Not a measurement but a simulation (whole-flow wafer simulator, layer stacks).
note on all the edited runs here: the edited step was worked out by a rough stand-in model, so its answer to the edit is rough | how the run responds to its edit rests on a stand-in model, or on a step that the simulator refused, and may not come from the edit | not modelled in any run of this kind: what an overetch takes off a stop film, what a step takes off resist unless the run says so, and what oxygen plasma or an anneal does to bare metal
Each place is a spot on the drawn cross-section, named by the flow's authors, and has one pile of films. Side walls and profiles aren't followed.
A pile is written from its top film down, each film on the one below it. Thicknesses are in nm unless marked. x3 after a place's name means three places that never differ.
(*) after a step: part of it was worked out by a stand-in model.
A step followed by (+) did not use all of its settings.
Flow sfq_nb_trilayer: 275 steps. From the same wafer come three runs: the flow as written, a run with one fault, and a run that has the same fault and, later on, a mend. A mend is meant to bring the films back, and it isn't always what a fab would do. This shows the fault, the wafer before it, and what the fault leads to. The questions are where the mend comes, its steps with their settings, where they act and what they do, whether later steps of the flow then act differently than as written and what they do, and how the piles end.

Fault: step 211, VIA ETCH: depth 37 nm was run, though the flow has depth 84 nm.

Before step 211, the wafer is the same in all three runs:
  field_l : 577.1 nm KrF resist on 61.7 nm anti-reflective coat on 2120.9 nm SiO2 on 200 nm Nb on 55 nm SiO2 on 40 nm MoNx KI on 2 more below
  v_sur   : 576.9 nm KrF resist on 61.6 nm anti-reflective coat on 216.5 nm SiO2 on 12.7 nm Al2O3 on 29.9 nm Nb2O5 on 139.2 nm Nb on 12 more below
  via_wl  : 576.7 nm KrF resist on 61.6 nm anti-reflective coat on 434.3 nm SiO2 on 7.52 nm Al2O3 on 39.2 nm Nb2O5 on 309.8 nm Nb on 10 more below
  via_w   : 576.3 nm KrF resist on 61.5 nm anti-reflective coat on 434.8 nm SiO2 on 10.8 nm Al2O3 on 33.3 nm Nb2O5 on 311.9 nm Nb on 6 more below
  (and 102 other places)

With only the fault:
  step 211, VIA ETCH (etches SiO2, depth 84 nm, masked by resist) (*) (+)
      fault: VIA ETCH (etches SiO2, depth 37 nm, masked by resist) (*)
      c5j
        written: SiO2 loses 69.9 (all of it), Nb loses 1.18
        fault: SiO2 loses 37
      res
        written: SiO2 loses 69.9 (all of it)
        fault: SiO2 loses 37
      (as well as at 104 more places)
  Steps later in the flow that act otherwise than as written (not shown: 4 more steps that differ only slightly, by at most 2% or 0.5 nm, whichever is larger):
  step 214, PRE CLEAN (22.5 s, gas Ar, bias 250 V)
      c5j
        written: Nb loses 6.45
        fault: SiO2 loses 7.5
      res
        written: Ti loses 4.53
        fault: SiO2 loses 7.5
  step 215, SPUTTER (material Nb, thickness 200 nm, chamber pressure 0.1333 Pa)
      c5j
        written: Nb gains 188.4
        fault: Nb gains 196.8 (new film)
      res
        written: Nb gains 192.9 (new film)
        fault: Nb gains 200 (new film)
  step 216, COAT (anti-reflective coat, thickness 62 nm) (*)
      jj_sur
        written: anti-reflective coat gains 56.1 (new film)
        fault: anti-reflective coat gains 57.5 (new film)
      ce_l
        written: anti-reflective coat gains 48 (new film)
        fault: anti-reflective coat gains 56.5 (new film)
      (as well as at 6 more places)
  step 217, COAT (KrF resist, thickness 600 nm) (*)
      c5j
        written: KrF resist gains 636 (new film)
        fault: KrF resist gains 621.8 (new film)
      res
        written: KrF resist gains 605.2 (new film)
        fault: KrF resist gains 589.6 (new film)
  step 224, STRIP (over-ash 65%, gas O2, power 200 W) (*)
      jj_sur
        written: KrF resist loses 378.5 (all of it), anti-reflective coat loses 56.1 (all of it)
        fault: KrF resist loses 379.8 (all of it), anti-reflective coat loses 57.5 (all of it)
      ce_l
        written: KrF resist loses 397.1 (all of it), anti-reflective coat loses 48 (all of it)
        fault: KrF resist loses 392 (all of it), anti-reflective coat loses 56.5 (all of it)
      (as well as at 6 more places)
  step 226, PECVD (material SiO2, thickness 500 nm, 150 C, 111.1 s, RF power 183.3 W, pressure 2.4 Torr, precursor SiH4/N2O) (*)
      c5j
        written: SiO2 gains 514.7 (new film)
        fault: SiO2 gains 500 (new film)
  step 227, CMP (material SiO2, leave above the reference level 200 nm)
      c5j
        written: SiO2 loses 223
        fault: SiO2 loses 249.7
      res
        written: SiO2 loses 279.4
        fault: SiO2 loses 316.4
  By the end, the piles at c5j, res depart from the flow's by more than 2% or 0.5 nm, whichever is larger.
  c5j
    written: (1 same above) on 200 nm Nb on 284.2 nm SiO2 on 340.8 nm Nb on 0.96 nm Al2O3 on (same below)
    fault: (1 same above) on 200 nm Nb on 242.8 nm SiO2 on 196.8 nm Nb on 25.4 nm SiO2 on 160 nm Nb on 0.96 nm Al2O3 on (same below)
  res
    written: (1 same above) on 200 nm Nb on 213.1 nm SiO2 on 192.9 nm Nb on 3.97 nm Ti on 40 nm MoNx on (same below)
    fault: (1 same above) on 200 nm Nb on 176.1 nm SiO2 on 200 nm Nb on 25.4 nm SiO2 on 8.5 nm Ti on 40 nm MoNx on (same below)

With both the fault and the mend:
  The mend follows step 211.
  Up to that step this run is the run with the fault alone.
  step 211a, VIA ETCH (etches SiO2, depth 47 nm, masked by resist) (*) (+) (the flow's step 211 again, with other settings)
      field_l, v_sur, via_wl and 101 more
        KrF resist loses 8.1
      c5j
        SiO2 loses 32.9 (all of it), Nb loses 1.18
      res
        SiO2 loses 32.9 (all of it)
  Every later step of the flow that is run acts as written at every place that is followed.
  The piles end the same as the flow's at every place that both follow.
